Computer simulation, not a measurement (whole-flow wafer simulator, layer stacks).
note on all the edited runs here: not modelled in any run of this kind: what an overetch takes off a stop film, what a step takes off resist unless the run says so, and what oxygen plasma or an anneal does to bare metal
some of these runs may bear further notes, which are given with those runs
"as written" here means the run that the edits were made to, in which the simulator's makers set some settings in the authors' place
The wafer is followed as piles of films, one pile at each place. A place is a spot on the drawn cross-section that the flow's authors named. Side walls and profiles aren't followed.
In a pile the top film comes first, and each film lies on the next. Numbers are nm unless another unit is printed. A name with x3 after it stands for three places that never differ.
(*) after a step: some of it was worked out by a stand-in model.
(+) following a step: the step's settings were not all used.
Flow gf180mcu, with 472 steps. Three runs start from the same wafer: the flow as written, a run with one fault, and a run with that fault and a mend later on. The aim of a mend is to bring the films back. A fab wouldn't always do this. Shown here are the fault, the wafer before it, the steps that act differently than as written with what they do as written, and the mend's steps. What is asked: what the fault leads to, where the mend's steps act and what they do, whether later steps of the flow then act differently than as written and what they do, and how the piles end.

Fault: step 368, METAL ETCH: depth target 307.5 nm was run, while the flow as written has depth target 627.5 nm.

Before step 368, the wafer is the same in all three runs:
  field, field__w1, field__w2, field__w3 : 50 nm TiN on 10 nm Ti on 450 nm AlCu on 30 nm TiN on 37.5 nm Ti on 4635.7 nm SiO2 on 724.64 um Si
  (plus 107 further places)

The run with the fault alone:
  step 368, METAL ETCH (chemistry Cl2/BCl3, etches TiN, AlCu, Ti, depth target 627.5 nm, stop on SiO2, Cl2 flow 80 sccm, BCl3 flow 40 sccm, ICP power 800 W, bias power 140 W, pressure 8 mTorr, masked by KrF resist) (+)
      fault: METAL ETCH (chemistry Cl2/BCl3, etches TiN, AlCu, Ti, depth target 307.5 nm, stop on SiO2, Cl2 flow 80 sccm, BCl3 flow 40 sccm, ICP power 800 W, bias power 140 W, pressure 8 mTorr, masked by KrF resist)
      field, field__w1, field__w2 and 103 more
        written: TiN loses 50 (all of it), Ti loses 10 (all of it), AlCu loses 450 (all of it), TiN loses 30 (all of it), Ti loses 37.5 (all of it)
        fault: TiN loses 50 (all of it), Ti loses 10 (all of it), AlCu loses 247.5
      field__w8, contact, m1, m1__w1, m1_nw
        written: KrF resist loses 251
        fault: KrF resist loses 123
  Later steps of the flow acting differently than as written:
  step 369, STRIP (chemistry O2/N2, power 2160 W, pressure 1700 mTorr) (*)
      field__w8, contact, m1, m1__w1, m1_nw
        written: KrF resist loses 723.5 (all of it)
        fault: KrF resist loses 851.5 (all of it)
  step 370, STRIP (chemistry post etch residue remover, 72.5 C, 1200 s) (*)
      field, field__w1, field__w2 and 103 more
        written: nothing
        fault: AlCu loses 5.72
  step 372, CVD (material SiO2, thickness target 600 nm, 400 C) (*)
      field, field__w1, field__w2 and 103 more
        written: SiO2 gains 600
        fault: SiO2 gains 600 (new film)
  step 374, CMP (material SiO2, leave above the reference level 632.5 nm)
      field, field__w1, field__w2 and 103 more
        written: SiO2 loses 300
        fault: SiO2 loses 564.3
  At field, field__w1, field__w2 and 104 more, the piles at the end differ from the flow's by more than 2% or 0.5 nm, whichever is larger.
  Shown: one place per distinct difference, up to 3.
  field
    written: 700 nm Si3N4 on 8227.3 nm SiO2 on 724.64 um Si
    fault: 700 nm Si3N4 on 3327.3 nm SiO2 on 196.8 nm AlCu on 30 nm TiN on 37.5 nm Ti on 4635.7 nm SiO2 on 724.64 um Si
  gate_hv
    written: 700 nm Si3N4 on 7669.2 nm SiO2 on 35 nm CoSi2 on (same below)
    fault: 700 nm Si3N4 on 3327.3 nm SiO2 on 196.8 nm AlCu on 30 nm TiN on 37.5 nm Ti on 4077.6 nm SiO2 on 35 nm CoSi2 on (same below)
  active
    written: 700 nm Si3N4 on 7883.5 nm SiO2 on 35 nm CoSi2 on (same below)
    fault: 700 nm Si3N4 on 3327.3 nm SiO2 on 196.8 nm AlCu on 30 nm TiN on 37.5 nm Ti on 4291.9 nm SiO2 on 35 nm CoSi2 on (same below)

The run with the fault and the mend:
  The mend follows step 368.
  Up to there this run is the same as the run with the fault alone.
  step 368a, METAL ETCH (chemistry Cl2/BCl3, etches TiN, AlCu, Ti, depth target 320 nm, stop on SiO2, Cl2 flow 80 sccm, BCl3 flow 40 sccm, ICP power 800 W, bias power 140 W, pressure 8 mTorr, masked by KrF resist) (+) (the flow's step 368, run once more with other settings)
      field, field__w1, field__w2 and 103 more
        AlCu loses 202.5 (all of it), TiN loses 30 (all of it), Ti loses 37.5 (all of it)
      field__w8, contact, m1, m1__w1, m1_nw
        KrF resist loses 128
  None of the later steps of the flow acts differently than as written at any place that is followed.
  At every place that both follow, the piles at the end match the flow's.
